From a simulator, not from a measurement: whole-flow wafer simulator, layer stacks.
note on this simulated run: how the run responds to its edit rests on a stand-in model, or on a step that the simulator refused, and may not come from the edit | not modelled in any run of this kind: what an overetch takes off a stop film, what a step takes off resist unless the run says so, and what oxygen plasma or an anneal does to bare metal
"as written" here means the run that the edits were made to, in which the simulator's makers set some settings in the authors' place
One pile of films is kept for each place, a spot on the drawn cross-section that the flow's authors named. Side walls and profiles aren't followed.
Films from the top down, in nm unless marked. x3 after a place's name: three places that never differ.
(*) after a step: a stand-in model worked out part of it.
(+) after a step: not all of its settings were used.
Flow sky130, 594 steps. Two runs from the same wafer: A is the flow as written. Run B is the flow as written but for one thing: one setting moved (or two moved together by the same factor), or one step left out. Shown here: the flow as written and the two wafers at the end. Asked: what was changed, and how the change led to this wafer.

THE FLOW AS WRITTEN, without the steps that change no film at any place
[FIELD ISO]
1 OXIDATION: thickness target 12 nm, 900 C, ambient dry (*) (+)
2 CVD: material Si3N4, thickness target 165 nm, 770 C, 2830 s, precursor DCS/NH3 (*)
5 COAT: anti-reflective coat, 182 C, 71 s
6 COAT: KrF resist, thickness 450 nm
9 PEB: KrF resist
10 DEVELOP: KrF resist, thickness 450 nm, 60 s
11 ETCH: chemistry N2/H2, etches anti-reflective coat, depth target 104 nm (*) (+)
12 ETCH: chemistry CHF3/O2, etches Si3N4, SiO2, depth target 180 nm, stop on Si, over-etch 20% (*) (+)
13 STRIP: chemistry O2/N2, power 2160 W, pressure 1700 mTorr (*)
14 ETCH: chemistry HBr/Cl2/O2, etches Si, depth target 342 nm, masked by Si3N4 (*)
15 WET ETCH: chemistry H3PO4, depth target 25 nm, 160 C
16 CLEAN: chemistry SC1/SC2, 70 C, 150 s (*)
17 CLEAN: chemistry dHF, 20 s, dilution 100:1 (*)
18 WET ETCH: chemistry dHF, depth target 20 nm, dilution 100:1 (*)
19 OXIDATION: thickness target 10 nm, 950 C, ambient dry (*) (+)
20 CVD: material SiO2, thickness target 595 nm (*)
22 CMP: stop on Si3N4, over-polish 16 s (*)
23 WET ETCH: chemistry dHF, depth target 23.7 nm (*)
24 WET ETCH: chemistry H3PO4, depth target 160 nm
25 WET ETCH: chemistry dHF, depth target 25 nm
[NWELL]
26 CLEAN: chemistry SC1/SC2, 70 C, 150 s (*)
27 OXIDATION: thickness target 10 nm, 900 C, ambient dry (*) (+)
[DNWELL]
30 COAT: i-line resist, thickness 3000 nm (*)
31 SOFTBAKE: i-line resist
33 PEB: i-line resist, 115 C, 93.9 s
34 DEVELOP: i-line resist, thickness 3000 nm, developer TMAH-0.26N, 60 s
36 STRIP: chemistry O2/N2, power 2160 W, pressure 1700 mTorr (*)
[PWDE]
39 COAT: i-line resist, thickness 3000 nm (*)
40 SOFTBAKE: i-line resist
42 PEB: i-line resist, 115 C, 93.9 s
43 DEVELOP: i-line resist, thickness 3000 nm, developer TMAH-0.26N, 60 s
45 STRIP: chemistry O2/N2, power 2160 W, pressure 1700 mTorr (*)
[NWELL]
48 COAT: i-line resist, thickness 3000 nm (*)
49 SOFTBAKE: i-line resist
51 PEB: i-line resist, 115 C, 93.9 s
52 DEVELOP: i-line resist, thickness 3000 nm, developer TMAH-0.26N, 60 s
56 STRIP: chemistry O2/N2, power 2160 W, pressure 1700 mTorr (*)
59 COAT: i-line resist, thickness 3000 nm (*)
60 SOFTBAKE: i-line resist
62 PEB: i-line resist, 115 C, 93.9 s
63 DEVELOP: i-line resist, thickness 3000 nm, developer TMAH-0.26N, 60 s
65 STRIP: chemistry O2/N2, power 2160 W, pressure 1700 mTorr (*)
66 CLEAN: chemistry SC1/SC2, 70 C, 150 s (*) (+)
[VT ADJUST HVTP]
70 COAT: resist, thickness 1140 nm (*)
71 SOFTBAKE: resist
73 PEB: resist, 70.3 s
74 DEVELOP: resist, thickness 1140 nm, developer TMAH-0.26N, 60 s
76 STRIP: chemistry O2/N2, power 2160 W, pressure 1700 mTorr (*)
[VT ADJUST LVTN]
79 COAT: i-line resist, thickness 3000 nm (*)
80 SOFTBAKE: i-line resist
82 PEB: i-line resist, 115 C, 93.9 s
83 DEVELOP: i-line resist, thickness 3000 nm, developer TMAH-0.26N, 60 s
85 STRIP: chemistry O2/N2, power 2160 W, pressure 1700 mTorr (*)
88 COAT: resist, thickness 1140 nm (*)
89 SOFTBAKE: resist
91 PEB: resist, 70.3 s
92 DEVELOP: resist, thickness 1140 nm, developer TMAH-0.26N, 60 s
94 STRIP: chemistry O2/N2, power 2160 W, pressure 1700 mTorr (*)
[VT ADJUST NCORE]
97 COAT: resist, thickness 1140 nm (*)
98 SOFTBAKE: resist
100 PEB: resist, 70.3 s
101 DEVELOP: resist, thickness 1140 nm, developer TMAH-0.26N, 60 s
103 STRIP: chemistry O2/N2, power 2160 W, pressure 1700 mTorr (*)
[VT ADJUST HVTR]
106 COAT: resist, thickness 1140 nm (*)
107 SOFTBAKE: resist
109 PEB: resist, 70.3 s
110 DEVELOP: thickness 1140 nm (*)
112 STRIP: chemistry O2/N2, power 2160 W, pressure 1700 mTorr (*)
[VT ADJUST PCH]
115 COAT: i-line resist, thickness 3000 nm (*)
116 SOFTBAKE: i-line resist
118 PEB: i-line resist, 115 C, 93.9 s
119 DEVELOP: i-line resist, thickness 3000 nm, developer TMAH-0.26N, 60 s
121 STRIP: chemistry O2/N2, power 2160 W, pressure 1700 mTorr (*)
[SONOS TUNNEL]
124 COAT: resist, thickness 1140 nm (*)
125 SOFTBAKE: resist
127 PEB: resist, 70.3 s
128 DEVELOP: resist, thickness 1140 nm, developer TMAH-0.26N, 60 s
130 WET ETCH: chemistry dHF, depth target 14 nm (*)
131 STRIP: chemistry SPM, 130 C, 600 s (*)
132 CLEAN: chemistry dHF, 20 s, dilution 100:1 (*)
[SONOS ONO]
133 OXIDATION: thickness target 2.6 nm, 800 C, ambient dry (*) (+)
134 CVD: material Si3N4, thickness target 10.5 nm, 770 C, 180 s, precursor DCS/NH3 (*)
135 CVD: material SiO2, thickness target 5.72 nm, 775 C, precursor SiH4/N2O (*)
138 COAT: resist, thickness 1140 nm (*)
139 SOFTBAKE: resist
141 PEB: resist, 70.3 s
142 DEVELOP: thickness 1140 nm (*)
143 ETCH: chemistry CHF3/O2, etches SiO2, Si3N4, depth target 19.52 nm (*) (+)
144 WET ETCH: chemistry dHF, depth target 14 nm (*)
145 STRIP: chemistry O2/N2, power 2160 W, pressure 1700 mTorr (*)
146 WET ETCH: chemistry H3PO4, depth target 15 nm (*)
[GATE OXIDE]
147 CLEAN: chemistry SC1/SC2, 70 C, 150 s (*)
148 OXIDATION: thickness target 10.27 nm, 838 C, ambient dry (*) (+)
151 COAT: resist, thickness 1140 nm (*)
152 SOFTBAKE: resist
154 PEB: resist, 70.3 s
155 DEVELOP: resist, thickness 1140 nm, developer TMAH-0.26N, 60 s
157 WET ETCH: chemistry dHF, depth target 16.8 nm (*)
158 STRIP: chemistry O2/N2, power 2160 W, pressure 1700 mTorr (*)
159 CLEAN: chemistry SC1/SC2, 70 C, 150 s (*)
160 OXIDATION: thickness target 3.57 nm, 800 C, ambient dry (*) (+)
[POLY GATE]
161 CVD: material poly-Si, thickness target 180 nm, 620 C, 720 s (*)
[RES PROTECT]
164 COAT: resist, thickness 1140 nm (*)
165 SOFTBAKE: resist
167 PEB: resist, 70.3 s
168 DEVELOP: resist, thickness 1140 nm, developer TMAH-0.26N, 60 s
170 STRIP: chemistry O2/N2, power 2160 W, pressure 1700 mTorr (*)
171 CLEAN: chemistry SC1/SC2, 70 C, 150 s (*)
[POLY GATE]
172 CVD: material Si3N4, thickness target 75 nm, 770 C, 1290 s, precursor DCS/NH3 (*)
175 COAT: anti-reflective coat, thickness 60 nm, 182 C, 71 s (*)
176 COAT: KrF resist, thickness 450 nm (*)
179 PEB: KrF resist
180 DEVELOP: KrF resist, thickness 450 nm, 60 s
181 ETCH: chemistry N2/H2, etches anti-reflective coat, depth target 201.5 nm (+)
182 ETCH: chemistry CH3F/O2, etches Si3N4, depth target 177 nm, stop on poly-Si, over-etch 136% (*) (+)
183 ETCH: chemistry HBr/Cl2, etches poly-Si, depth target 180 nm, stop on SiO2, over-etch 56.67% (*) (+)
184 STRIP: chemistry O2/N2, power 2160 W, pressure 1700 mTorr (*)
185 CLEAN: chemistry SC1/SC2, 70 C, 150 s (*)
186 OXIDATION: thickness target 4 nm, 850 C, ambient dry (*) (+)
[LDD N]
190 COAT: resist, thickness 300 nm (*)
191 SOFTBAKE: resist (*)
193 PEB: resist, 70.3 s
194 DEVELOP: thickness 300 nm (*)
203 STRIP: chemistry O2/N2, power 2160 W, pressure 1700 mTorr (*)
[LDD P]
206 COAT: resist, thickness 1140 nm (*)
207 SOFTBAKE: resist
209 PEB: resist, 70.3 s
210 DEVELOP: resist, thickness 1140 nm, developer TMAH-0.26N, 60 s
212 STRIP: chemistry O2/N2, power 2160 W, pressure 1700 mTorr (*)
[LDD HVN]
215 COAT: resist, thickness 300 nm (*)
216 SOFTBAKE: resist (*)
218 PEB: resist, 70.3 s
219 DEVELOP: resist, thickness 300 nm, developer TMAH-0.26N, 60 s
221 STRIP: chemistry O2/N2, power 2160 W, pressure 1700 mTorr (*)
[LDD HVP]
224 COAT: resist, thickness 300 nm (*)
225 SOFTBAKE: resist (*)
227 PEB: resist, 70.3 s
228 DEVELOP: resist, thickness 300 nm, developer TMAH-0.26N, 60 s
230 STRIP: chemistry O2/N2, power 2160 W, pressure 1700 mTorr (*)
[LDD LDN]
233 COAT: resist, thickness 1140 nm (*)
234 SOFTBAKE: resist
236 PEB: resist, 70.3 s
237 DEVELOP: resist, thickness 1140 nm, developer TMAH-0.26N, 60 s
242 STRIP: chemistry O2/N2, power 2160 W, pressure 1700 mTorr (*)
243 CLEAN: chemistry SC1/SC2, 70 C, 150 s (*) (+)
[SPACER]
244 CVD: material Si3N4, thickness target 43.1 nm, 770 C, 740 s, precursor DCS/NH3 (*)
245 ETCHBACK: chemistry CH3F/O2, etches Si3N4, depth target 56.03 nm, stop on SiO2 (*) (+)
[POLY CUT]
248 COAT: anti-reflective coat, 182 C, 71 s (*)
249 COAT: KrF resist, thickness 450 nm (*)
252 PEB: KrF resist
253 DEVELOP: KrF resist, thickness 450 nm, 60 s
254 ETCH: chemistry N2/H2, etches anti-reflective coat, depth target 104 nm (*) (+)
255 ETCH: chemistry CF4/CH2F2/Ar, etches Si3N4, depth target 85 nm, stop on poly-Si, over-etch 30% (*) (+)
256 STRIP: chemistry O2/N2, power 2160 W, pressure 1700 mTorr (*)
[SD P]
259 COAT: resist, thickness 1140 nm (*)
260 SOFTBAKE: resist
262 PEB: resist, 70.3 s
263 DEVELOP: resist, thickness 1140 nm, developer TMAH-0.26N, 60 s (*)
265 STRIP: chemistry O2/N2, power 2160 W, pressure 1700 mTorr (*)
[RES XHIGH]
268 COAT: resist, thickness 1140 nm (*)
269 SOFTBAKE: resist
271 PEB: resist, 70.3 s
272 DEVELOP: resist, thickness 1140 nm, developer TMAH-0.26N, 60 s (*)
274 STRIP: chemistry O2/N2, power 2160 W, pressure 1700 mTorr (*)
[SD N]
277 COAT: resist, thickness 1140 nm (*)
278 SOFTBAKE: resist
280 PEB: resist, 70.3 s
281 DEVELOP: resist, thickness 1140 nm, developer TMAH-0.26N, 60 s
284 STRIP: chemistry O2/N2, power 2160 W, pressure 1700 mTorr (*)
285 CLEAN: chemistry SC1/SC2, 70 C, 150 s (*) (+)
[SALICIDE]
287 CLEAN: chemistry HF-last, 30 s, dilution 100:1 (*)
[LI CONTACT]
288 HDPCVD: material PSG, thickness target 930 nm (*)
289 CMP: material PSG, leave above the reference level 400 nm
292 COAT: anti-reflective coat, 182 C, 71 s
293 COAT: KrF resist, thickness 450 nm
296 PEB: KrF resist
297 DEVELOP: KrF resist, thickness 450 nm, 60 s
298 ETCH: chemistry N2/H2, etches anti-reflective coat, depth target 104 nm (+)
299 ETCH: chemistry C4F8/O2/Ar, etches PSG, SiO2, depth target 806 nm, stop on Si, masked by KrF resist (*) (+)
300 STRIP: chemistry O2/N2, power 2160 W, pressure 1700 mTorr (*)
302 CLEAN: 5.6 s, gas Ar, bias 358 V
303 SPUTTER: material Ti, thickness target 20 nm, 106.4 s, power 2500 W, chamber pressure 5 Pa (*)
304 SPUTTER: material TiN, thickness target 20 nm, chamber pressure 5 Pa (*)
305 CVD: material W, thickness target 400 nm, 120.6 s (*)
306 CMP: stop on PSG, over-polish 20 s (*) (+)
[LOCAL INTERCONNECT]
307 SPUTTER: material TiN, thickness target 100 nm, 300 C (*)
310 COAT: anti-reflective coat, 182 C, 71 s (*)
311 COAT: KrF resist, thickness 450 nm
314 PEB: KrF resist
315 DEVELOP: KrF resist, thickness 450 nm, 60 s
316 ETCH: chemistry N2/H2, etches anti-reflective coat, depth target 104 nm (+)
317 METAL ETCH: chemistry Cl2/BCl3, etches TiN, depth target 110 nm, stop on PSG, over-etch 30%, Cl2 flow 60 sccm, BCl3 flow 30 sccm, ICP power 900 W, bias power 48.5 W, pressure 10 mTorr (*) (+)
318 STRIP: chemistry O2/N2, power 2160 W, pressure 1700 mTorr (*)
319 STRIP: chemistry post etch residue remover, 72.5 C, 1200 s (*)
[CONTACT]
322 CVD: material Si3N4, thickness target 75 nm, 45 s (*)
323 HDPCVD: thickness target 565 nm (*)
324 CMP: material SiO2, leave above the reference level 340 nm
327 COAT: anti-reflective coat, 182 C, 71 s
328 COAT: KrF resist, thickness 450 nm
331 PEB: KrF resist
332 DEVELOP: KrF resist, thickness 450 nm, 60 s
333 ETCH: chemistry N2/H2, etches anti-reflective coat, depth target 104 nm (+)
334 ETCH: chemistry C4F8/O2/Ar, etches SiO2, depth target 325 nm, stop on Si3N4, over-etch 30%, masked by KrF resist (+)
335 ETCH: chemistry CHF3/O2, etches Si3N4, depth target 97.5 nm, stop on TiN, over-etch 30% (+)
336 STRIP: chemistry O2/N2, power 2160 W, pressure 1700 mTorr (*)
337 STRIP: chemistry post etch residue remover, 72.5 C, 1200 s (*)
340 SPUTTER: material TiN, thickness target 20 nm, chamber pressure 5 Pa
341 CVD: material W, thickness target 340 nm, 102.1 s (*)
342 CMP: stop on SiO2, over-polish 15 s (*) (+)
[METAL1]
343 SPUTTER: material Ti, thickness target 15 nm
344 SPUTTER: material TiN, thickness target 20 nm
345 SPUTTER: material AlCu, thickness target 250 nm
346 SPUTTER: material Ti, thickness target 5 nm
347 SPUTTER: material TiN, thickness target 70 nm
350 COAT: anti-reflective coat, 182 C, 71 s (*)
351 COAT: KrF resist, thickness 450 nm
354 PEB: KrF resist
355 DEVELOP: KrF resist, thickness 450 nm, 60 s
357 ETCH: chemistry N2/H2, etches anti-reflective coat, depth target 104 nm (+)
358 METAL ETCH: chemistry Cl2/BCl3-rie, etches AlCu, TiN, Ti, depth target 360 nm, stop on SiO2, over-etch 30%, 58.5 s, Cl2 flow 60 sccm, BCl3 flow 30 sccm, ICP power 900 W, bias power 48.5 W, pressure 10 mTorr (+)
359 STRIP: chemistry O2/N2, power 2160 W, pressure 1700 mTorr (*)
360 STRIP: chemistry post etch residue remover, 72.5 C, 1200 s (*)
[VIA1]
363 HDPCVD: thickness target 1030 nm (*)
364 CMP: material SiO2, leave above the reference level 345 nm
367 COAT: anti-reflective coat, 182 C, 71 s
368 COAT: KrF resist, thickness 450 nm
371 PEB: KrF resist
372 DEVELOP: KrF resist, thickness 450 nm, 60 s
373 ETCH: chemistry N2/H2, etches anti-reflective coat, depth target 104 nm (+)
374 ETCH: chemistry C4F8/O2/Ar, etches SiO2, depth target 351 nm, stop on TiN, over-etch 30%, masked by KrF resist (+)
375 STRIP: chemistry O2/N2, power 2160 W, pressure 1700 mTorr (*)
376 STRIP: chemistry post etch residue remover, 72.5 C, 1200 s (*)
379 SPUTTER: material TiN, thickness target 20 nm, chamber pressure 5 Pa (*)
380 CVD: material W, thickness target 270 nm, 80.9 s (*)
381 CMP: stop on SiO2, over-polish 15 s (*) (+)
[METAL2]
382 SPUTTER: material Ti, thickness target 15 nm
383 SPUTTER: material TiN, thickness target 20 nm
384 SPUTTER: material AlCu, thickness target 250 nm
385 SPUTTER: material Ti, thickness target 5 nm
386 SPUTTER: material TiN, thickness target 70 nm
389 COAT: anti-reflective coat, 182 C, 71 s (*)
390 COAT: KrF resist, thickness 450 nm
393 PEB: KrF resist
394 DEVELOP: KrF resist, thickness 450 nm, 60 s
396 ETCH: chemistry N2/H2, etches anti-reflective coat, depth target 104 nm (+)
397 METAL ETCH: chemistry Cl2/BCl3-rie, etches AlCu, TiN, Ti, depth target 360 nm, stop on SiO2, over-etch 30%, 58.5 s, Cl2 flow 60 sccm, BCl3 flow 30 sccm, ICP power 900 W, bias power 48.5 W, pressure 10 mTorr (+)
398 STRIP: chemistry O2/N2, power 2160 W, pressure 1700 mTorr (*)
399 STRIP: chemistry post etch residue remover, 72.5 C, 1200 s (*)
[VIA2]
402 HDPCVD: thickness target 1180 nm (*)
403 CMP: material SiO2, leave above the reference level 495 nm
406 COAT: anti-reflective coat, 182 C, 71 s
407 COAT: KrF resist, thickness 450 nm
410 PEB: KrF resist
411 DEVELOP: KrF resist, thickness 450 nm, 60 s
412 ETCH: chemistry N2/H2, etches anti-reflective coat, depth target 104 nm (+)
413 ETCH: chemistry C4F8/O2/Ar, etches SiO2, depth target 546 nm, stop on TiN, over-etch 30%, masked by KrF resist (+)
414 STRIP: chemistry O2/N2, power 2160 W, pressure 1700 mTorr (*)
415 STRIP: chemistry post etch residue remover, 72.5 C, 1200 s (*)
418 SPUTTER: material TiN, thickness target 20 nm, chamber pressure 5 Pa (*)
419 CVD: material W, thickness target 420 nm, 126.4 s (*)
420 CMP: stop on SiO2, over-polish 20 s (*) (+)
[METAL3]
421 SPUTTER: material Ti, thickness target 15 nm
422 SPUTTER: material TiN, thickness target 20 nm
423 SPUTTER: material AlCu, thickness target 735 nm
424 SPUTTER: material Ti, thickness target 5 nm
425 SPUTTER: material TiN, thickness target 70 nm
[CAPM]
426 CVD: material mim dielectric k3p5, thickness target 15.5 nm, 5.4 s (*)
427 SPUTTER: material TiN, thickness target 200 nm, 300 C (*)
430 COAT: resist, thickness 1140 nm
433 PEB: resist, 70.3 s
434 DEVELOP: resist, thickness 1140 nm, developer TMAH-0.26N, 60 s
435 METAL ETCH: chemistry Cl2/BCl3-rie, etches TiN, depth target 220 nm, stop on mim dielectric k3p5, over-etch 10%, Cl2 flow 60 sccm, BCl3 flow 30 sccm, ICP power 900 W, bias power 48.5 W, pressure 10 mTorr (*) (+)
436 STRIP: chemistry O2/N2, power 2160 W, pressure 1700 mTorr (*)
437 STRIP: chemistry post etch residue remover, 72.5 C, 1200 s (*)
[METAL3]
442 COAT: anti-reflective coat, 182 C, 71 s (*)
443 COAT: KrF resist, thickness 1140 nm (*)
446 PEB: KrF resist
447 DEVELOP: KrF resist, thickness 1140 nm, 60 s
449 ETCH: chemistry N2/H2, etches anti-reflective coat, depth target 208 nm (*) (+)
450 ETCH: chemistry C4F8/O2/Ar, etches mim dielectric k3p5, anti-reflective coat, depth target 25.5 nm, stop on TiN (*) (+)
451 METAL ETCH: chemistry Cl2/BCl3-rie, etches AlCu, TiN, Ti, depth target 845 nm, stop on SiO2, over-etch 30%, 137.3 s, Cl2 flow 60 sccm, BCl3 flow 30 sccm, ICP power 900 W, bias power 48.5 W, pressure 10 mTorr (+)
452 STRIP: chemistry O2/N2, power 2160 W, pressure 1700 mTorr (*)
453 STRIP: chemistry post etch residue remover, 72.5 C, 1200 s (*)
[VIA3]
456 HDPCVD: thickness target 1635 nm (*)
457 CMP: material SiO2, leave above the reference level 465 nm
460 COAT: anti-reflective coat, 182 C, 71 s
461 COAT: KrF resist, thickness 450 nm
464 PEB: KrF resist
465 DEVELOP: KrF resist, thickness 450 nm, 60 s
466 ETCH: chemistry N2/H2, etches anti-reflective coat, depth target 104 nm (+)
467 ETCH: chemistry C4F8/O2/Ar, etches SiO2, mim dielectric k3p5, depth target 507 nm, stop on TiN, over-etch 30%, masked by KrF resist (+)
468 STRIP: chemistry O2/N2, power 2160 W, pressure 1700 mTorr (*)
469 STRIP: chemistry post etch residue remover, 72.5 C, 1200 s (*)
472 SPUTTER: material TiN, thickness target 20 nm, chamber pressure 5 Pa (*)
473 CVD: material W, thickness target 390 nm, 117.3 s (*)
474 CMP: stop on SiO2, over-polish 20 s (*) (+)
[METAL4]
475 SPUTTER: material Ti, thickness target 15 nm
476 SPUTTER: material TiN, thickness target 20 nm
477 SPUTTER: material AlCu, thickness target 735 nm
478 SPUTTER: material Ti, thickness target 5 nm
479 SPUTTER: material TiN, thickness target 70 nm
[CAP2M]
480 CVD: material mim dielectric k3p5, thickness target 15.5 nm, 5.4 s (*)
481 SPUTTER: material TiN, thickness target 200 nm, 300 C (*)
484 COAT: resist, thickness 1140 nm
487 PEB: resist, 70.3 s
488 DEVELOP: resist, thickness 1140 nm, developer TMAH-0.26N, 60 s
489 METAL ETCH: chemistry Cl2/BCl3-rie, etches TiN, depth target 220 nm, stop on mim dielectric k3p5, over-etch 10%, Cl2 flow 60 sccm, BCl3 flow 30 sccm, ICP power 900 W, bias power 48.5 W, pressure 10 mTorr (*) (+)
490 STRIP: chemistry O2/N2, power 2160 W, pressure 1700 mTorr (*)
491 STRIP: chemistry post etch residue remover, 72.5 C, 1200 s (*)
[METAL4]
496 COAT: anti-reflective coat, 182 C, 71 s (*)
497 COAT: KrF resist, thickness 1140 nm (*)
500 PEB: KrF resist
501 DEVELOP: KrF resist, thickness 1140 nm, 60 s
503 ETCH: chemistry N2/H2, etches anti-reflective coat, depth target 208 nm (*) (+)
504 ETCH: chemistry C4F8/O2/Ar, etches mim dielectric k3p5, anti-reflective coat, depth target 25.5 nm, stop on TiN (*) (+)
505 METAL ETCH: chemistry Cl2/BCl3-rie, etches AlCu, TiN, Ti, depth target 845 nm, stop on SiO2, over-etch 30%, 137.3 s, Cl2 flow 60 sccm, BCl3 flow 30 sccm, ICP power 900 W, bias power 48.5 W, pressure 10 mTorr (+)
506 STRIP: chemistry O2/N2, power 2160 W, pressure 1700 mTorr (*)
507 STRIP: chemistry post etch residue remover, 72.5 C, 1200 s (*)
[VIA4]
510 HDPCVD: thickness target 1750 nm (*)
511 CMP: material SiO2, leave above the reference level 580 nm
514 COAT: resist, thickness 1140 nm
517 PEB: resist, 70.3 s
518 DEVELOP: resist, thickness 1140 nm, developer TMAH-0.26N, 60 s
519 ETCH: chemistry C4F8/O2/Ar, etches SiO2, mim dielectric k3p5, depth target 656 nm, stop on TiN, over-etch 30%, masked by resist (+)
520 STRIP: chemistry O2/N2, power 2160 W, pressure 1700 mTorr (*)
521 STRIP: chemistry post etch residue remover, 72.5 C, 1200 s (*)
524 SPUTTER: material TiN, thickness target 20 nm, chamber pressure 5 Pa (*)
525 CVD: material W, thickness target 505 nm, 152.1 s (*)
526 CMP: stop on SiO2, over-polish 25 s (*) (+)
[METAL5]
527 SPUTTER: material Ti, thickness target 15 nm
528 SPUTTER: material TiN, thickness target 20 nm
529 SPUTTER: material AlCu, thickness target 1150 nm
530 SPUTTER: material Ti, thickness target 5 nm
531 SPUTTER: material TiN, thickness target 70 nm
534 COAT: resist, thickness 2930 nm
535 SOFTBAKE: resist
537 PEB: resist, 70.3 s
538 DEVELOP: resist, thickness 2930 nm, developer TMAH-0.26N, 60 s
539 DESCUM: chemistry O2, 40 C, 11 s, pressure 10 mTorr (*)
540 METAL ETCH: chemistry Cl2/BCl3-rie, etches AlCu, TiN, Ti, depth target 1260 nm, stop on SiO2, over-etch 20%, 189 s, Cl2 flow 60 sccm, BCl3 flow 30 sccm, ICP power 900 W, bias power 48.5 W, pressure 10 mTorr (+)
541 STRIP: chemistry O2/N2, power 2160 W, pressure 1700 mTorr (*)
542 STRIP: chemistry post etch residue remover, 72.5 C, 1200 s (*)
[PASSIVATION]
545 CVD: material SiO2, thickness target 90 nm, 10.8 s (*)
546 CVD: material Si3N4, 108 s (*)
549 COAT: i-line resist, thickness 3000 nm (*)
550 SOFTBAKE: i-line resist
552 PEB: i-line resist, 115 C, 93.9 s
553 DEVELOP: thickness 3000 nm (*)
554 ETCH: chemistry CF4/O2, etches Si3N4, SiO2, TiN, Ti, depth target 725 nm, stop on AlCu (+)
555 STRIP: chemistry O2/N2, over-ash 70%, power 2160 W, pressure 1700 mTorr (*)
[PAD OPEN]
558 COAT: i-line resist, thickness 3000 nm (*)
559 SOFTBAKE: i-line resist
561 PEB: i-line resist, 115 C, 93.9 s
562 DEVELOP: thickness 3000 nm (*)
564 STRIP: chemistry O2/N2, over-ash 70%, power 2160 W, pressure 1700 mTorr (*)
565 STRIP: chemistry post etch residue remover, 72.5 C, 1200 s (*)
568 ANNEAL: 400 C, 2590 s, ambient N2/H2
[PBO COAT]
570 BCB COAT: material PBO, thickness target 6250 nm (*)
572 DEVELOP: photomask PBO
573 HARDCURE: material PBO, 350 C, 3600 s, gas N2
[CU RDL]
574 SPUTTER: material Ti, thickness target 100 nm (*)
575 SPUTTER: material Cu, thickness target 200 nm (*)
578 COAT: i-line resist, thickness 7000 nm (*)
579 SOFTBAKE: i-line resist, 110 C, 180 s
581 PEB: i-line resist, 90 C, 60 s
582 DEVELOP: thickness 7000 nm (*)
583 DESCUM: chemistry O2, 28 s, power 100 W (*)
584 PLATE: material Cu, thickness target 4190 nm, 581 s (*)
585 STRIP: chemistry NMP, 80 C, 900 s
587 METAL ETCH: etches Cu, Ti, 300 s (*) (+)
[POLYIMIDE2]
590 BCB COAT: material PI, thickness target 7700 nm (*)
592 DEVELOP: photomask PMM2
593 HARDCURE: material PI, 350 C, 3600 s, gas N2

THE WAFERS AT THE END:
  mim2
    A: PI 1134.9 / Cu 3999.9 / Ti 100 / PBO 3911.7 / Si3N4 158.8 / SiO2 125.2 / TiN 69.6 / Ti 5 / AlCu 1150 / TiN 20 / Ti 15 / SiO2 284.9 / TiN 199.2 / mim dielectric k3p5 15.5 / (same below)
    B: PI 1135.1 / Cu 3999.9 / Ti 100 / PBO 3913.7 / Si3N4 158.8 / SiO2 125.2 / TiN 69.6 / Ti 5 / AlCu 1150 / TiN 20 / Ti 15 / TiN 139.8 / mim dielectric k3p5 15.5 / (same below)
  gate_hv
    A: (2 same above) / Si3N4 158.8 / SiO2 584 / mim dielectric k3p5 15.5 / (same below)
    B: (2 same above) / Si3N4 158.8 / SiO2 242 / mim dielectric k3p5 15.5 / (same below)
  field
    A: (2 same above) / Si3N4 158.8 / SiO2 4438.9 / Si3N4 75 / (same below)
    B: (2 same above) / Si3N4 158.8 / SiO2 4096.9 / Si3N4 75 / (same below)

The cause: step 511, CMP: leave above the reference level 238 nm was run, where the flow has leave above the reference level 580 nm.

How the change led to this, step by step:
  511 CMP: material SiO2, leave above the reference level 580 nm
      mim2: A SiO2 -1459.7 | B SiO2 -1750 (all of it), TiN -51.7
      n_well, p_well, gate_hv and 99 more: A SiO2 -1260.5 | B SiO2 -1602.5
      (and at 90 more places)
  519 ETCH: chemistry C4F8/O2/Ar, etches SiO2, mim dielectric k3p5, depth target 656 nm, stop on TiN, over-etch 30%, masked by resist (+)
      field, active, n_well and 188 more: A resist -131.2 | B resist -42.5
      m1: A SiO2 -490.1 (all of it), mim dielectric k3p5 -15.5 (all of it) | B SiO2 -148.1 (all of it), mim dielectric k3p5 -15.5 (all of it)
      (and at 1 more place)
  520 STRIP: chemistry O2/N2, power 2160 W, pressure 1700 mTorr (*)
      field, active, n_well and 188 more: A resist -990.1 (all of it) | B resist -1078.7 (all of it)
  524 SPUTTER: material TiN, thickness target 20 nm, chamber pressure 5 Pa (*)
      mim2: A TiN +20 (new film) | B TiN +20
      m1, via4_hole: A TiN +15.3 | B TiN +18.1
  525 CVD: material W, thickness target 505 nm, 152.1 s (*)
      m1: A W +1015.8 (new film) | B W +505 (new film)
      via4_hole: A W +1015.2 (new film) | B W +505 (new film)
  526 CMP: stop on SiO2, over-polish 25 s (*) (+)
      mim2: A W -505 (all of it), TiN -20 (all of it), SiO2 -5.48 | B W -505 (all of it), TiN -27.3
      m1: A W -532.7 | B W -366.7
      (and at 1 more place)
Counting metal films that touch as one body, mim2 has 7 bodies (between them, from the top down: PBO 3913.7 / Si3N4 158.8 / SiO2 125.2; mim dielectric k3p5 15.5; SiO2 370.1 / mim dielectric k3p5 15.5; SiO2 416; SiO2 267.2; SiO2 261.8 / Si3N4 75); the flow as written gives 8 bodies (between them, from the top down: PBO 3911.7 / Si3N4 158.8 / SiO2 125.2; SiO2 284.9; mim dielectric k3p5 15.5; SiO2 370.1 / mim dielectric k3p5 15.5; SiO2 416; SiO2 267.2; SiO2 261.8 / Si3N4 75).
